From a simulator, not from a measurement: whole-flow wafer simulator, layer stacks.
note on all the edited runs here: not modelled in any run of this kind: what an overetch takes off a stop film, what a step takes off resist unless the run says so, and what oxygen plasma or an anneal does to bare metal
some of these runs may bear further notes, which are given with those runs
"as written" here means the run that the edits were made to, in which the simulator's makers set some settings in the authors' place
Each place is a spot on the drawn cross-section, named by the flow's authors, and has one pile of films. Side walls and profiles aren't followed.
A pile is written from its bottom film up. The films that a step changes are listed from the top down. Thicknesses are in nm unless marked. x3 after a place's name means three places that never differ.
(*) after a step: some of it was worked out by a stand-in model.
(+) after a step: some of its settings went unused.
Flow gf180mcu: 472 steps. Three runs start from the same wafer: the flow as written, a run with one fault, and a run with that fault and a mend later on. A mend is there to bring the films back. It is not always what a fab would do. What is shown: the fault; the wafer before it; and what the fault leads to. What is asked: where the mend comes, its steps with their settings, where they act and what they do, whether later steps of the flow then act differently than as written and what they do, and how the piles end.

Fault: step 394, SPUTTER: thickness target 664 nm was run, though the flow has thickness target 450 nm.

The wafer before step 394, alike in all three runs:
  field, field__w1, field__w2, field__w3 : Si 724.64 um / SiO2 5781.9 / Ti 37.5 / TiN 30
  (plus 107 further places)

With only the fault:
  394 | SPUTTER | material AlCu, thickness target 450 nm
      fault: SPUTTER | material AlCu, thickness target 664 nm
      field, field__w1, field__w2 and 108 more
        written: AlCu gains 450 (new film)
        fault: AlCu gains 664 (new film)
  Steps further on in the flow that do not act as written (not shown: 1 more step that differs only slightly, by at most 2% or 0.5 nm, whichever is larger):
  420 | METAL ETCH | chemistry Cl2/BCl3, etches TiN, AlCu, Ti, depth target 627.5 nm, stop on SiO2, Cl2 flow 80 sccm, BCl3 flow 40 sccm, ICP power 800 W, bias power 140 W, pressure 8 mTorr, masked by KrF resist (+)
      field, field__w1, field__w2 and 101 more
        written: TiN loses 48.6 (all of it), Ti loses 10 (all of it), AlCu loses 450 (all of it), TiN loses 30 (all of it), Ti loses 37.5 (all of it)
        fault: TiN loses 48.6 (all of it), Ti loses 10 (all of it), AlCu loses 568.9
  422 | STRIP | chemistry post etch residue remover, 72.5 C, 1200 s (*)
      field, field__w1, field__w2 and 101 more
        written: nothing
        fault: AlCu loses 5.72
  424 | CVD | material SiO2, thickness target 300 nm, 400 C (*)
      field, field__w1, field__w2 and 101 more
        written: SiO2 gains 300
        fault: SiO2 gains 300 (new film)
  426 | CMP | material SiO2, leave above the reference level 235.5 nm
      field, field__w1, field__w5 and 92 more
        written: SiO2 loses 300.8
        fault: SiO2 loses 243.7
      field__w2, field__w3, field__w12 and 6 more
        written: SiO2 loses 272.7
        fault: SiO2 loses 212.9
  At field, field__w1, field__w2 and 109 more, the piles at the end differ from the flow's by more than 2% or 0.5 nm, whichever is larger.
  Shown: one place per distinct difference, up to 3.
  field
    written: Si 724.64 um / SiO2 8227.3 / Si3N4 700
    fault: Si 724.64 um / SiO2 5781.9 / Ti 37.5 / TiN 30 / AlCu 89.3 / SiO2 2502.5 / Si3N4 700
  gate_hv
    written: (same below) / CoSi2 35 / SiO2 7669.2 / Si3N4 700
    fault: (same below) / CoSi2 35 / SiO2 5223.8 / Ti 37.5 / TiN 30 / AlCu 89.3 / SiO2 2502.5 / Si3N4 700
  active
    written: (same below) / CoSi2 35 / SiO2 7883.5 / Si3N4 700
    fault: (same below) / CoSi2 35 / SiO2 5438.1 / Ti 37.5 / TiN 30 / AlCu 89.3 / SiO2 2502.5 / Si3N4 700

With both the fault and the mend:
  The mend follows step 394.
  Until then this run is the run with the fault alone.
  394a | METAL ETCH | chemistry Cl2/BCl3, etches TiN, AlCu, Ti, depth target 214 nm, Cl2 flow 80 sccm, BCl3 flow 40 sccm, ICP power 800 W, bias power 140 W, pressure 8 mTorr (the flow's step 260, run once more with other settings)
      field, field__w1, field__w2 and 108 more
        AlCu loses 214
  None of the later steps of the flow acts differently than as written at any place that is followed.
  The piles end the same as the flow's at every place that both follow.
